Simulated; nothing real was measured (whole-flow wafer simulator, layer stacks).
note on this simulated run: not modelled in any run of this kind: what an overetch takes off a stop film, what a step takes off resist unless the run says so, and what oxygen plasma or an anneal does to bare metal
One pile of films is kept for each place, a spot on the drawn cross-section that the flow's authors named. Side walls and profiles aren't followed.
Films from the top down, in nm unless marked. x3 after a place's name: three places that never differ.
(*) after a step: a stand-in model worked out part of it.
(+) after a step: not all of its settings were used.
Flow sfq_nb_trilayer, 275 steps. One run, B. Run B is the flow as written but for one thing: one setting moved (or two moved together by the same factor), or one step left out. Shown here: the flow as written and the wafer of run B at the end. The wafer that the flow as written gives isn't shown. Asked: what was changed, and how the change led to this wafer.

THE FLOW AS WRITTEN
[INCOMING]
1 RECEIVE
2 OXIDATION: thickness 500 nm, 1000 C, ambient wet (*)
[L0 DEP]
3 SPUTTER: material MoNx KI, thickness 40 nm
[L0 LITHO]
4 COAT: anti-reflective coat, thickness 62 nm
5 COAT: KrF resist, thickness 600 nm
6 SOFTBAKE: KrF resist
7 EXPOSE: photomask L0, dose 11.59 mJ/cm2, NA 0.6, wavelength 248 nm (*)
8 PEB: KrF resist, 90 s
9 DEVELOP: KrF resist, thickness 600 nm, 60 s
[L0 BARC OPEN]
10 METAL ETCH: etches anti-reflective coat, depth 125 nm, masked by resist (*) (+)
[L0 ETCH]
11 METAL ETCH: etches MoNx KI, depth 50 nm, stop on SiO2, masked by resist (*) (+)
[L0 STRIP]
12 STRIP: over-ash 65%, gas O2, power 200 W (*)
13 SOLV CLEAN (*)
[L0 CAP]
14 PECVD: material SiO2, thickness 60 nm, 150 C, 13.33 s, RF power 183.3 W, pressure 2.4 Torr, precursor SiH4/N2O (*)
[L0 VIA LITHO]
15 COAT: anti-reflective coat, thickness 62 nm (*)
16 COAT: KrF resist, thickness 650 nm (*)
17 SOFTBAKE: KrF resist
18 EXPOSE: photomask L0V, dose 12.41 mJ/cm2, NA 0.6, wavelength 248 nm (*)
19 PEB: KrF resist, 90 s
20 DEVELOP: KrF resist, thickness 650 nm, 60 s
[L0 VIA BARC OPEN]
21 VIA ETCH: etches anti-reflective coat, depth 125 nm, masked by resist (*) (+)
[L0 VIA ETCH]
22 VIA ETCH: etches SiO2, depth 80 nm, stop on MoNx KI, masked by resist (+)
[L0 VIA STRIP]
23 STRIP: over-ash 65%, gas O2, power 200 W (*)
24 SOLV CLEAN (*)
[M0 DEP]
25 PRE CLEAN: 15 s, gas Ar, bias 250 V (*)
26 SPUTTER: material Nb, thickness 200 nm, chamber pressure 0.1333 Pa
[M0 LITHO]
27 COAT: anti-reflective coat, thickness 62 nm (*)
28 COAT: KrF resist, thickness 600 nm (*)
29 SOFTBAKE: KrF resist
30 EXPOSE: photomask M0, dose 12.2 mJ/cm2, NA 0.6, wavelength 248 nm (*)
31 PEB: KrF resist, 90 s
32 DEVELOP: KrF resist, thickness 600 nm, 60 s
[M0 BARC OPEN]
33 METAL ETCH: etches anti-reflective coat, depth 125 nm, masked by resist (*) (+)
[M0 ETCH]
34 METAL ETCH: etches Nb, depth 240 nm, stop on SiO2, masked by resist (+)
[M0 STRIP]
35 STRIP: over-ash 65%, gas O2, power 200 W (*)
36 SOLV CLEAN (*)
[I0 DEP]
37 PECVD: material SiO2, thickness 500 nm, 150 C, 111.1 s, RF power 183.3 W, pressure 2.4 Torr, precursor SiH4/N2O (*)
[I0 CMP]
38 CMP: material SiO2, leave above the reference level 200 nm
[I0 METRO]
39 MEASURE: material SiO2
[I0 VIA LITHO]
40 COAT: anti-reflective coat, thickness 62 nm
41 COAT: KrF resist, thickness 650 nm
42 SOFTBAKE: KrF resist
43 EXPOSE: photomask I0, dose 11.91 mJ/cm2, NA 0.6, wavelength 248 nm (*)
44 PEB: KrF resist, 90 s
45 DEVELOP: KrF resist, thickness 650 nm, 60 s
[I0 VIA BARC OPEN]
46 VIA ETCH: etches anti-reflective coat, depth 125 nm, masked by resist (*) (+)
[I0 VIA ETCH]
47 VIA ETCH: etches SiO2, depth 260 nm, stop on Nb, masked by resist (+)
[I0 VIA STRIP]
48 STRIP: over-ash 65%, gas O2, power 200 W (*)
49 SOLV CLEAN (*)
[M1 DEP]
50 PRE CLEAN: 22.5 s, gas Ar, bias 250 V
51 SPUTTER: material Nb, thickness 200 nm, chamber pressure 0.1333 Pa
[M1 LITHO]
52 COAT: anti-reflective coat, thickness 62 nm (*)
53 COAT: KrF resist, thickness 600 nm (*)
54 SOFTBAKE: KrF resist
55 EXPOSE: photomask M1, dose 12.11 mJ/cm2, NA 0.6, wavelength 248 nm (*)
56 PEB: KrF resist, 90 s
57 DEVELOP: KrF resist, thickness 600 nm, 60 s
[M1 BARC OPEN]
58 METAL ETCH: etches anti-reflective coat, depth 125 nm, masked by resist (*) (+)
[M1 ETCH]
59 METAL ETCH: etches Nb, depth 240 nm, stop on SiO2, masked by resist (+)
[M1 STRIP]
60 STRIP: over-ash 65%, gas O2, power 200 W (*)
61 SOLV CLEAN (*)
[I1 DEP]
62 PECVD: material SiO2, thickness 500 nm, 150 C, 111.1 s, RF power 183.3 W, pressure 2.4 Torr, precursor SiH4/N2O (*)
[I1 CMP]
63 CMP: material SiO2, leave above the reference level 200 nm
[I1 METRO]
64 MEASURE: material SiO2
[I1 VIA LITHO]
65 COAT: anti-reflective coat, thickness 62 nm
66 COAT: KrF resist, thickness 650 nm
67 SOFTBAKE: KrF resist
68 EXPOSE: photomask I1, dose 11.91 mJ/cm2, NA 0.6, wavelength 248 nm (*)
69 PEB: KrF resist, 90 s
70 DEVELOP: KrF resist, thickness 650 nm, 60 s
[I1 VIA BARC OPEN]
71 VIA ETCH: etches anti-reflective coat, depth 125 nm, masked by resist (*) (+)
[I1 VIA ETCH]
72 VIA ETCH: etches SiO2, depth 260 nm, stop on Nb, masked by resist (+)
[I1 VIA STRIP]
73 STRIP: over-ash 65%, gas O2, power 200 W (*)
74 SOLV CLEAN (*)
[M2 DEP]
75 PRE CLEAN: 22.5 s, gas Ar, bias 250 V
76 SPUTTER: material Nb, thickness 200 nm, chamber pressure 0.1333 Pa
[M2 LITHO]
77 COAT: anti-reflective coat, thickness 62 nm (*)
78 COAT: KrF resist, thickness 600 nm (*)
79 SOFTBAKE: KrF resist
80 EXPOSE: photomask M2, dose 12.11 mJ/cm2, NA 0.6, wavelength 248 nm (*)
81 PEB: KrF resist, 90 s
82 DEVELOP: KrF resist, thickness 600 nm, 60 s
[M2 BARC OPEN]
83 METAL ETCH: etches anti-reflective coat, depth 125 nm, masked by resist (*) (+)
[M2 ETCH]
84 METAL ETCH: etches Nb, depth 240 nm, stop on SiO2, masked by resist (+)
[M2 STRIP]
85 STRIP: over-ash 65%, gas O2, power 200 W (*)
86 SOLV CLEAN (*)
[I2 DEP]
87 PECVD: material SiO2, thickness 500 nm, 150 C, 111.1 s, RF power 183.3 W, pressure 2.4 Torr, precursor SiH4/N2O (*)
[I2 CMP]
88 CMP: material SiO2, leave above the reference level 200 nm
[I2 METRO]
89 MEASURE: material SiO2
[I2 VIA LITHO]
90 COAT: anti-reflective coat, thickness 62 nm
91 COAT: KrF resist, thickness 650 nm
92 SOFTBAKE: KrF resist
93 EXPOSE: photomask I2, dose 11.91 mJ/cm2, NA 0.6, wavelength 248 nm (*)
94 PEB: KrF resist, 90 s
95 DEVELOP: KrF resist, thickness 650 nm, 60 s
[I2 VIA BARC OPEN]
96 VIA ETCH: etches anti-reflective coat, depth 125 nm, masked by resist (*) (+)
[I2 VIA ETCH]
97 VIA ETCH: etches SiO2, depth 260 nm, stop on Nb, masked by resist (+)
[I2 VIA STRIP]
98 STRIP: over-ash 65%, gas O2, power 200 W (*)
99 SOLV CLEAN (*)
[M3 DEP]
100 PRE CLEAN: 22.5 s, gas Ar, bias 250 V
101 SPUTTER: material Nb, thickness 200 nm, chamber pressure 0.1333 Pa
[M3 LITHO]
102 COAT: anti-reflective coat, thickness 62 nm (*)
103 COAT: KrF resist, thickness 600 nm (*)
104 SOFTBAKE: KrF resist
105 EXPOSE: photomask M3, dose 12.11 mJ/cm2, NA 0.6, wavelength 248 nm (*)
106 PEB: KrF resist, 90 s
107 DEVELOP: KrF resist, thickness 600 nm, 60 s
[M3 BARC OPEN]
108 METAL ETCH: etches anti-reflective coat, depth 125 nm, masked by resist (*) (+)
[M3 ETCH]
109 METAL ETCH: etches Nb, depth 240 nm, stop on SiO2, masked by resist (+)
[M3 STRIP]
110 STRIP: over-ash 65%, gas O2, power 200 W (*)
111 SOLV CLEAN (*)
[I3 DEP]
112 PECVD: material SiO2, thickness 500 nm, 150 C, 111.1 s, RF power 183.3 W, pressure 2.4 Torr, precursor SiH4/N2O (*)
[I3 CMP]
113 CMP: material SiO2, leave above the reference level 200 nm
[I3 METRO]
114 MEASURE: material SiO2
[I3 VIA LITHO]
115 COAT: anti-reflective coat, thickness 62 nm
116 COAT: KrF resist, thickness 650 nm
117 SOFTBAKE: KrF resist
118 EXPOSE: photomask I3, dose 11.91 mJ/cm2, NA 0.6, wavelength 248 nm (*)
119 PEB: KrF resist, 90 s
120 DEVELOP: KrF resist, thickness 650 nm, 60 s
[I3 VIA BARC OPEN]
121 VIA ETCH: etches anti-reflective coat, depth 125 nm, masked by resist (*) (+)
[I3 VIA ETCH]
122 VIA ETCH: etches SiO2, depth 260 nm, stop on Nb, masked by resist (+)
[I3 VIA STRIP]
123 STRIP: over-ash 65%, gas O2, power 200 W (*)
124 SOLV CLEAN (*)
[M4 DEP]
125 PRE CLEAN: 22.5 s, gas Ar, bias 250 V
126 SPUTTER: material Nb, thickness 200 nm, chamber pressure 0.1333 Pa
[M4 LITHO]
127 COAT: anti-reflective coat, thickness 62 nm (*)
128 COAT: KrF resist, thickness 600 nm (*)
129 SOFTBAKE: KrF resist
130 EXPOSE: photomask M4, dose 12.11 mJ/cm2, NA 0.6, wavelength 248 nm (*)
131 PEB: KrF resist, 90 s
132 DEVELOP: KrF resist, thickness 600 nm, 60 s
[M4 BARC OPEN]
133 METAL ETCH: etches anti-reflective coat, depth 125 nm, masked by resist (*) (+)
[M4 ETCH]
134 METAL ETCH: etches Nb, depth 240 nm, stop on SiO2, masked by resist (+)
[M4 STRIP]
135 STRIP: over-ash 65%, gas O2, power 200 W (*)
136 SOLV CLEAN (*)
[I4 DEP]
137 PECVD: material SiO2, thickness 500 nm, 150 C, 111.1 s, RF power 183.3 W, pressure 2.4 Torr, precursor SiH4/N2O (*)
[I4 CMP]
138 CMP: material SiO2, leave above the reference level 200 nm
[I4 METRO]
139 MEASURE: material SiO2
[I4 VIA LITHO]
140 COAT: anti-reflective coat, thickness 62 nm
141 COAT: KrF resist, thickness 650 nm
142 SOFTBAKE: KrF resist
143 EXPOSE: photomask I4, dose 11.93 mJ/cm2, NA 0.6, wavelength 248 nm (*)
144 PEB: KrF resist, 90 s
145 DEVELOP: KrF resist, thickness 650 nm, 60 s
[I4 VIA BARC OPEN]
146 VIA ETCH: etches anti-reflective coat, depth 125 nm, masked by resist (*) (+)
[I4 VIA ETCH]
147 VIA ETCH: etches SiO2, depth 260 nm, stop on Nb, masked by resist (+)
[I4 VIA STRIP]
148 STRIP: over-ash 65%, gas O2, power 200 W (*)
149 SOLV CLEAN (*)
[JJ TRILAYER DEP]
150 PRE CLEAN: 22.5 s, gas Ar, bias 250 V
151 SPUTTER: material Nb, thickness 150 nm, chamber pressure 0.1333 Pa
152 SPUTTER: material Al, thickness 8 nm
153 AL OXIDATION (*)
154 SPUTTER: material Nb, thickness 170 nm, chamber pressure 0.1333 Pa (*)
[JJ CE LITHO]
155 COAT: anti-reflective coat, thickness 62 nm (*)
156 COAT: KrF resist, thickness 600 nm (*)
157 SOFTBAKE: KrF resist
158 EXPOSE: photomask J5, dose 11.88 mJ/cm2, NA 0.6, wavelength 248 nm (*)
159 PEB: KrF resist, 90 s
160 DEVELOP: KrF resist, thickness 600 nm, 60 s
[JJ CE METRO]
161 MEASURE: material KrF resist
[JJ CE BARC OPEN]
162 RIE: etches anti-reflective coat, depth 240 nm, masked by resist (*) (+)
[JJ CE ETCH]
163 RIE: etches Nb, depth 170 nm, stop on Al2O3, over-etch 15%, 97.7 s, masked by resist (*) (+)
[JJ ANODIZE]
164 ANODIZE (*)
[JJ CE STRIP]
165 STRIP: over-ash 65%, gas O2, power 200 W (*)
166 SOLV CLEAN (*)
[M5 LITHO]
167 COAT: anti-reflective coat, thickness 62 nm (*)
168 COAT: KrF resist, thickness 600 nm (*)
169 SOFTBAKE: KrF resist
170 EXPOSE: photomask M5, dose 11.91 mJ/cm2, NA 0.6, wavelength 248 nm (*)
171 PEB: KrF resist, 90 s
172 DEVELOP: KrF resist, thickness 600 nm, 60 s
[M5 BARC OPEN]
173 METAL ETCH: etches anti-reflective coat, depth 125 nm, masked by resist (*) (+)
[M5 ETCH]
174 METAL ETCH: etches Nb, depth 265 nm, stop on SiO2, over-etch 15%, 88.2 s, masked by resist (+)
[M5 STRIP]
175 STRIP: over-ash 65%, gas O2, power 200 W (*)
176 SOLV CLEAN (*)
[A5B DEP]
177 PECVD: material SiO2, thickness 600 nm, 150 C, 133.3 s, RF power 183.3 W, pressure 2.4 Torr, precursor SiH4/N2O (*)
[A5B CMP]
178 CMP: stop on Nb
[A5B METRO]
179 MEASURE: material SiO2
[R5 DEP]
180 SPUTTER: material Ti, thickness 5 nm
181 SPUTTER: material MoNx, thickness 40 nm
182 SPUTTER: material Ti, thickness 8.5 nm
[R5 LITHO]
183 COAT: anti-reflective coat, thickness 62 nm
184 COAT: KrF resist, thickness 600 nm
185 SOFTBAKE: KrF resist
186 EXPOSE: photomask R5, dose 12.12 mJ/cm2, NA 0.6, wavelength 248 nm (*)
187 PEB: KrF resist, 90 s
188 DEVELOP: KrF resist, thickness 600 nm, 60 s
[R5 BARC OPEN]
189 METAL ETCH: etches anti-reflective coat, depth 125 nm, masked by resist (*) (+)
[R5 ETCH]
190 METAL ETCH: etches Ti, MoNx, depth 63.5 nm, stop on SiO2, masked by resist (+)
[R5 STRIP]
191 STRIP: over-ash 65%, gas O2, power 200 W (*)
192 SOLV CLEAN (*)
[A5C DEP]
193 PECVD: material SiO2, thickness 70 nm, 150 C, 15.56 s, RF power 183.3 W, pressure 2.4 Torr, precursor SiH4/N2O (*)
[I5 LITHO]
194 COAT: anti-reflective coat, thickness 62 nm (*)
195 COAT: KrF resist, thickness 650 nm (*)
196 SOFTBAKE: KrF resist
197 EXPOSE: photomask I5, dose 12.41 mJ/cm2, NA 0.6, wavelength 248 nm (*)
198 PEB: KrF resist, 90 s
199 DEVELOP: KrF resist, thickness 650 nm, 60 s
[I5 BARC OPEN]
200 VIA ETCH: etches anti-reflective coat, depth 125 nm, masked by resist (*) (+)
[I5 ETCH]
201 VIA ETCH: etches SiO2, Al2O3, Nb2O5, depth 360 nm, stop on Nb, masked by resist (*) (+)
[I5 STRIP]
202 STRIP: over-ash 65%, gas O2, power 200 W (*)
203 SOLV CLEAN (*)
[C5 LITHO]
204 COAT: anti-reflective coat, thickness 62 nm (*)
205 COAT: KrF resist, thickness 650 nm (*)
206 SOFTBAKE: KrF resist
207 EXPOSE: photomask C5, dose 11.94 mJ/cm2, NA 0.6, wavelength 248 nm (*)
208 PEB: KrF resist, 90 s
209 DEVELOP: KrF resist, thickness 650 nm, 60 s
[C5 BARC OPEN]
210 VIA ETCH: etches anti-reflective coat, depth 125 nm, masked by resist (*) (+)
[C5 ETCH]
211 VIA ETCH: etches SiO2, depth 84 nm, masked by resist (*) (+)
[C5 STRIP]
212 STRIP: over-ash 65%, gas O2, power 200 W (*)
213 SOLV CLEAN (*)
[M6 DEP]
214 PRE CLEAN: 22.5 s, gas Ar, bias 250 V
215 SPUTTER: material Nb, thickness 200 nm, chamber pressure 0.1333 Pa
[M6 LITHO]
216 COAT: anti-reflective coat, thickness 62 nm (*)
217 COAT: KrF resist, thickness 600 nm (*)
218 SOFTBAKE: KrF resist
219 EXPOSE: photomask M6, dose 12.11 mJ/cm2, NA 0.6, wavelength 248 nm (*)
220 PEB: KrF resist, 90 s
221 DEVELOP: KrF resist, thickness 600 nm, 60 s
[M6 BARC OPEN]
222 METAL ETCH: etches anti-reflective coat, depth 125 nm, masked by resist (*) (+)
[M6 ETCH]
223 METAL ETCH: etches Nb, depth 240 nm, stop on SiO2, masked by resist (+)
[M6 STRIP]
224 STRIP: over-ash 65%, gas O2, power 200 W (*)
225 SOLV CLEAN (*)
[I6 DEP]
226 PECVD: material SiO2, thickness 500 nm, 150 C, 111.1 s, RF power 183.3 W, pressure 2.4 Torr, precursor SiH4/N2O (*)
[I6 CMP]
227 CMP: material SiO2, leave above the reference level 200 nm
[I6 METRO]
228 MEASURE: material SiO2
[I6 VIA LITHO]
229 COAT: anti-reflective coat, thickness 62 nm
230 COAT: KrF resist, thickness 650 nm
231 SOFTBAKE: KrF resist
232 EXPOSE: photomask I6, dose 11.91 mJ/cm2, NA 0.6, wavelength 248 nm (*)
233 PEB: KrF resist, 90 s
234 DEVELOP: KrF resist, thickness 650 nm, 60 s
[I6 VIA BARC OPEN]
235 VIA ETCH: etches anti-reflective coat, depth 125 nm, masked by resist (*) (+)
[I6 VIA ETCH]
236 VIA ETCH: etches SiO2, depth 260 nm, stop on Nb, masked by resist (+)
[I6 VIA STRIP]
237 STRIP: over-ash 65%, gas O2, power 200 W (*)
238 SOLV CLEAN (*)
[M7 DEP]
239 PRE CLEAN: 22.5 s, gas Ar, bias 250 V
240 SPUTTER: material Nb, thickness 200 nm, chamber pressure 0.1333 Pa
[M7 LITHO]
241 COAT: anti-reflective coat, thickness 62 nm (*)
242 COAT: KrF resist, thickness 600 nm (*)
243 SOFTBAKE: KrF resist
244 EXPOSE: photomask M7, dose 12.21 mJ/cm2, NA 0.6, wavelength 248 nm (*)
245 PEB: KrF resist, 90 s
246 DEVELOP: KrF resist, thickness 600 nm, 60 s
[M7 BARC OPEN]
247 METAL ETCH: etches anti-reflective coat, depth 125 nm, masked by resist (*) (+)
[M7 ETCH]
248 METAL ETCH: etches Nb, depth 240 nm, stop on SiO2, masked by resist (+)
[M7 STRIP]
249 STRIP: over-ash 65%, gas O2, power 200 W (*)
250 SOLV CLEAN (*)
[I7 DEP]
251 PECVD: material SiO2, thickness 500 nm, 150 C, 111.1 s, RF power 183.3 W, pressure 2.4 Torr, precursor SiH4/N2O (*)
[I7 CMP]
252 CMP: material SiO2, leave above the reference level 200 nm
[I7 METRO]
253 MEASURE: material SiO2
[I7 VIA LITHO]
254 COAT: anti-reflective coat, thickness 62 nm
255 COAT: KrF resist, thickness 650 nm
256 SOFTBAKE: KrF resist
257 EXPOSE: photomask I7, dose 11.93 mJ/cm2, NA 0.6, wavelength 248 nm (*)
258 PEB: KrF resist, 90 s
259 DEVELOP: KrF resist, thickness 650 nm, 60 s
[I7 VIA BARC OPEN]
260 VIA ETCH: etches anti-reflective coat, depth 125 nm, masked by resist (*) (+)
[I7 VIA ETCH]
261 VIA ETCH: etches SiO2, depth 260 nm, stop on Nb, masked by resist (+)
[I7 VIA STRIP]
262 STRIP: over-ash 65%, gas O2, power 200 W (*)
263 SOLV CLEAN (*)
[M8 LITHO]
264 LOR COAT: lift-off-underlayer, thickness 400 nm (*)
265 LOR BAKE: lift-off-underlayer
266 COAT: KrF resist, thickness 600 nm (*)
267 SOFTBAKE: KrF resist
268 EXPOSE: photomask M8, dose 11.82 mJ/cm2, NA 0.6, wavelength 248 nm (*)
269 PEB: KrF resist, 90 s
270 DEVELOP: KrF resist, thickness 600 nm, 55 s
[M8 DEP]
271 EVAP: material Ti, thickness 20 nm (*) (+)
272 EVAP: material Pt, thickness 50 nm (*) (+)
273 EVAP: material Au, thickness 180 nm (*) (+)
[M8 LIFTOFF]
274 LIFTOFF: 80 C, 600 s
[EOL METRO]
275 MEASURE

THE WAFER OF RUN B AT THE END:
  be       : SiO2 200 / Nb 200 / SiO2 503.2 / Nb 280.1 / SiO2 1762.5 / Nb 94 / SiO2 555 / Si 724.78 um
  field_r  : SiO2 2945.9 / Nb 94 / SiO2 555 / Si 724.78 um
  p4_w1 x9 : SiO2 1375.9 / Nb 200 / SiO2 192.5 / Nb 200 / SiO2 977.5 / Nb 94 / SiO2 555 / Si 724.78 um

The cause: step 26, SPUTTER: thickness 94 nm was run, where the flow has thickness 200 nm.
It can be read off the wafer: be has Nb 94, and step 26 as written asks for 200 nm.

How the change led to this, step by step:
  26 SPUTTER: material Nb, thickness 200 nm, chamber pressure 0.1333 Pa
      field_l, via_wl, via_w and 100 more: Nb +94 (new film) (as written it would be: Nb +200 (new film))
      v_sur: Nb +90.7 (new film) (as written it would be: Nb +200 (new film))
      (and at 2 more places)
  27 COAT: anti-reflective coat, thickness 62 nm (*)
      v_sur: anti-reflective coat +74 (new film) (as written it would be: anti-reflective coat +72.3 (new film))
  34 METAL ETCH: etches Nb, depth 240 nm, stop on SiO2, masked by resist (+)
      field_l, v_sur, via_wl and 100 more: KrF resist -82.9 (as written it would be: KrF resist -141.2)
      moat, m0r_space_l, m0r_space_r: Nb -94 (all of it) (as written it would be: Nb -200 (all of it))
  35 STRIP: over-ash 65%, gas O2, power 200 W (*)
      p4_fl x3, p4_w1 x9, p4_g1 x2 and 57 more: KrF resist -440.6 (all of it), anti-reflective coat -62 (all of it) (as written it would be: KrF resist -382.4 (all of it), anti-reflective coat -62 (all of it))
      c5j, ce_r, sp_r, be_r, r_sur, res: KrF resist -447.2 (all of it), anti-reflective coat -63.6 (all of it) (as written it would be: KrF resist -389 (all of it), anti-reflective coat -63.6 (all of it))
      (and at 26 more places)
  37 PECVD: material SiO2, thickness 500 nm, 150 C, 111.1 s, RF power 183.3 W, pressure 2.4 Torr, precursor SiH4/N2O (*)
      moat, m0r_space_l, m0r_space_r: SiO2 +500 (as written it would be: SiO2 +557.1)
  38 CMP: material SiO2, leave above the reference level 200 nm
      moat, m0r_space_l, m0r_space_r: SiO2 -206 (as written it would be: SiO2 -157.1)
